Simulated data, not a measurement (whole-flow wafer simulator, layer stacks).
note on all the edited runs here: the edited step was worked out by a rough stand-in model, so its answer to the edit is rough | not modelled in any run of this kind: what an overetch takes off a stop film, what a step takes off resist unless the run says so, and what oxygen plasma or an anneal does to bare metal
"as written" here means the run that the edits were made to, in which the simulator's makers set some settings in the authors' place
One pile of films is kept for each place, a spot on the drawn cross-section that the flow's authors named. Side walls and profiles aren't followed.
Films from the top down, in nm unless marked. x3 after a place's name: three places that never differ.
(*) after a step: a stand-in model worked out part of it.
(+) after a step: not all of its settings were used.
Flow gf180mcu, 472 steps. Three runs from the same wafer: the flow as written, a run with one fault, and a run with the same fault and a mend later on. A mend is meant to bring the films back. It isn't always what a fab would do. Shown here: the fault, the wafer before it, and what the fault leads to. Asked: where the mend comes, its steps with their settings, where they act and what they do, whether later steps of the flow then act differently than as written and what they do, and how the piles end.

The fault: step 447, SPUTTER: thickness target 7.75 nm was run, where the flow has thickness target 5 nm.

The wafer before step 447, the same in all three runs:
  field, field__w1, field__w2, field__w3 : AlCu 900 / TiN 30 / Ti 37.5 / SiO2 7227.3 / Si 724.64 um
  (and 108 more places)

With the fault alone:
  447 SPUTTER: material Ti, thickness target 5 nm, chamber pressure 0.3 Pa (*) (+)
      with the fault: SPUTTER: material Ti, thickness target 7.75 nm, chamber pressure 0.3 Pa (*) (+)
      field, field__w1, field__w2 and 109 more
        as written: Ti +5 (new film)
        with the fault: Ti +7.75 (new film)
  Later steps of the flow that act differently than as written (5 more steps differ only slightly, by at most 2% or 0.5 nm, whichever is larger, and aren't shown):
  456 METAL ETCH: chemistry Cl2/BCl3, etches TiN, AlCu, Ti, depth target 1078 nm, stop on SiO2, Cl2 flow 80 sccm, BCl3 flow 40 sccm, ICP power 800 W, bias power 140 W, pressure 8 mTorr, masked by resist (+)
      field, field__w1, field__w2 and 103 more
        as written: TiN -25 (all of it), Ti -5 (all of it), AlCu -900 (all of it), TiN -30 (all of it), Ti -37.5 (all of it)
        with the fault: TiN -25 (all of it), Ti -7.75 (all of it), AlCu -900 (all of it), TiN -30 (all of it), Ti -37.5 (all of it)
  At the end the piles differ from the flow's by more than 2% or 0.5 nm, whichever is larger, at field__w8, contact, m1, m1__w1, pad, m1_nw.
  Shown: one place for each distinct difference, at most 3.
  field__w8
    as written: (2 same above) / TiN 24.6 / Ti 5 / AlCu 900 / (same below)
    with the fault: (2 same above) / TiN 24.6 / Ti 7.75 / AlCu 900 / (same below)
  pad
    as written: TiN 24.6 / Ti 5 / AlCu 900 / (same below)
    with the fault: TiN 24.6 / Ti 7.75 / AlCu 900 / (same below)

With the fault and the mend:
  The mend comes after step 447.
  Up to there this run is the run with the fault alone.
  447a METAL ETCH: chemistry Cl2/BCl3, etches TiN, AlCu, Ti, depth target 2.75 nm, Cl2 flow 80 sccm, BCl3 flow 40 sccm, ICP power 800 W, bias power 140 W, pressure 8 mTorr (the flow's step 260 once more, with other settings)
      field, field__w1, field__w2 and 109 more
        Ti -2.75
  No later step of the flow acts differently than as written at any place that is followed.
  At the end the piles are the same as the flow's at every place that both follow.
